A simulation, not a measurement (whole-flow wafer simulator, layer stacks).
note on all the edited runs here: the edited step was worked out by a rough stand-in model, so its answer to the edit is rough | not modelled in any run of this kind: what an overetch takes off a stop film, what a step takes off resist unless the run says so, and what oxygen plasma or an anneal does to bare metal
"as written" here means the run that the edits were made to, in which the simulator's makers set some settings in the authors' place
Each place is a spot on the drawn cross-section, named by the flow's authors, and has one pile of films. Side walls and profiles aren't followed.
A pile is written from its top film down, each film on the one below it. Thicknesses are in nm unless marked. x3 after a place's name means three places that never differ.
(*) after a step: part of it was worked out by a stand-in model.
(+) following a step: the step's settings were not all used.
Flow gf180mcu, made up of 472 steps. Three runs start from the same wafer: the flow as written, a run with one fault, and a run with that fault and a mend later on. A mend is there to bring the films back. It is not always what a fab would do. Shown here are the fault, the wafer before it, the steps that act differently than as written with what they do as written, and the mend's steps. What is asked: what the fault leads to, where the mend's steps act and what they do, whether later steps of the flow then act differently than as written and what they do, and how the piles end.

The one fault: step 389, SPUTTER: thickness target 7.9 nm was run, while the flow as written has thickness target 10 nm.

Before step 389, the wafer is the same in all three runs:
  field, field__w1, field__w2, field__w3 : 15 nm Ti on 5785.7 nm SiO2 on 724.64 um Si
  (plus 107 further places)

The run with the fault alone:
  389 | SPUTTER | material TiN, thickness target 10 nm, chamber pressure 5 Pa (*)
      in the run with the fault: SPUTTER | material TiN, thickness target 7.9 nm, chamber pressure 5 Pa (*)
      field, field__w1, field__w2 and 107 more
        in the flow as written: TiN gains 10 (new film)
        in the run with the fault: TiN gains 7.9 (new film)
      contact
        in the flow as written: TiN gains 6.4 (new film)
        in the run with the fault: TiN gains 5.06 (new film)
  Later steps of the flow acting differently than as written (1 other step is not shown; it differs only slightly, by no more than 2% or 0.5 nm, whichever is larger):
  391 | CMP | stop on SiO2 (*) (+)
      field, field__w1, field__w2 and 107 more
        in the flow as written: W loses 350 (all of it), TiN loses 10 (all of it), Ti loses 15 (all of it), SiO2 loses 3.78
        in the run with the fault: W loses 350 (all of it), TiN loses 7.9 (all of it), Ti loses 15 (all of it), SiO2 loses 3.76
  By the end, the piles at contact depart from the flow's by more than 2% or 0.5 nm, whichever is larger.
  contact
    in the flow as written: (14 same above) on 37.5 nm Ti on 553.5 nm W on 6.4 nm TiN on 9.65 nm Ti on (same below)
    in the run with the fault: (14 same above) on 37.5 nm Ti on 554.9 nm W on 5.06 nm TiN on 9.65 nm Ti on (same below)

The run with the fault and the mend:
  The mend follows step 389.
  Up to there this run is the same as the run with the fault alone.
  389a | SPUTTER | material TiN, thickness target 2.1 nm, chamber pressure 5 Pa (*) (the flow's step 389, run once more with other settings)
      field, field__w1, field__w2 and 107 more
        TiN gains 2.1
      contact
        TiN gains 1.34
  None of the later steps of the flow acts differently than as written at any place that is followed.
  By the end, the piles equal the flow's at every place that both follow.
